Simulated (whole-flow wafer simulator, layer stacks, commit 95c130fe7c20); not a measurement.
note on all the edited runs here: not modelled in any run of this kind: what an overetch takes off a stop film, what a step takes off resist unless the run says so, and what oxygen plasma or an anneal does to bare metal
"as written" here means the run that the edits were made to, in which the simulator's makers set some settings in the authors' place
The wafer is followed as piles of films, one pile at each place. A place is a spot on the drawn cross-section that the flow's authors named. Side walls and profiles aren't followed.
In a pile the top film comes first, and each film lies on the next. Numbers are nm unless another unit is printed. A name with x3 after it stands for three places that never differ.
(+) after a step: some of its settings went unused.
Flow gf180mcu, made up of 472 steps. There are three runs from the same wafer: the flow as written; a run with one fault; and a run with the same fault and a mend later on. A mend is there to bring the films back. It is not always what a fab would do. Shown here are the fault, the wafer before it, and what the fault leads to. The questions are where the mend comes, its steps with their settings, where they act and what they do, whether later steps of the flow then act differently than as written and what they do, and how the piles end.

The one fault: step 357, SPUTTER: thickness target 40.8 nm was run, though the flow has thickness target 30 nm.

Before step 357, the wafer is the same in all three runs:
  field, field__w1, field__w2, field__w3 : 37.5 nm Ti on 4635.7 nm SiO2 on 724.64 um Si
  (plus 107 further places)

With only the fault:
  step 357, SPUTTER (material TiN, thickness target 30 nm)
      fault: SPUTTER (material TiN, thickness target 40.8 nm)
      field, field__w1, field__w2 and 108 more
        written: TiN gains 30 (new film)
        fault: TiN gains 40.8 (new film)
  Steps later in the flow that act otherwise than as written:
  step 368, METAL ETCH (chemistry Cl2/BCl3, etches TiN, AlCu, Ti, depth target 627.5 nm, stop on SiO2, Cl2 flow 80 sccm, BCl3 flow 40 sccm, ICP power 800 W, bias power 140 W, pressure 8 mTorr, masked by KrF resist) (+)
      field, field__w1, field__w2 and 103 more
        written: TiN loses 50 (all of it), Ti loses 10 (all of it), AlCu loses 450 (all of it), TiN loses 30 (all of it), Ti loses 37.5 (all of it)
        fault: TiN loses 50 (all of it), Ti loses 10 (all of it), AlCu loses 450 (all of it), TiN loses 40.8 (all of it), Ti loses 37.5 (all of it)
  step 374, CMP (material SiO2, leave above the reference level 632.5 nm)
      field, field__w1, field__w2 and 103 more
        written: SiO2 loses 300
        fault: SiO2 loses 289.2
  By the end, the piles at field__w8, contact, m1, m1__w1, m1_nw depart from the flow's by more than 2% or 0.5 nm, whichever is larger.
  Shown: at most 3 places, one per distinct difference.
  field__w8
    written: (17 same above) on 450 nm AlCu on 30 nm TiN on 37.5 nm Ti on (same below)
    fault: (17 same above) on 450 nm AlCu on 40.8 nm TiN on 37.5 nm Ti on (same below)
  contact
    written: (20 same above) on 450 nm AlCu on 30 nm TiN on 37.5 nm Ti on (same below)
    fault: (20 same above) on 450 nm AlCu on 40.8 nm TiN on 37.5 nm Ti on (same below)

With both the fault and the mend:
  After step 357 comes the mend.
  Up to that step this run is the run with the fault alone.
  step 357a, METAL ETCH (chemistry Cl2/BCl3, etches TiN, AlCu, Ti, depth target 10.8 nm, Cl2 flow 80 sccm, BCl3 flow 40 sccm, ICP power 800 W, bias power 140 W, pressure 8 mTorr) (the flow's step 260 again, with other settings)
      field, field__w1, field__w2 and 108 more
        TiN loses 10.8
  Later steps of the flow that are run all act as written at every place that is followed.
  At every place that both follow, the piles at the end match the flow's.
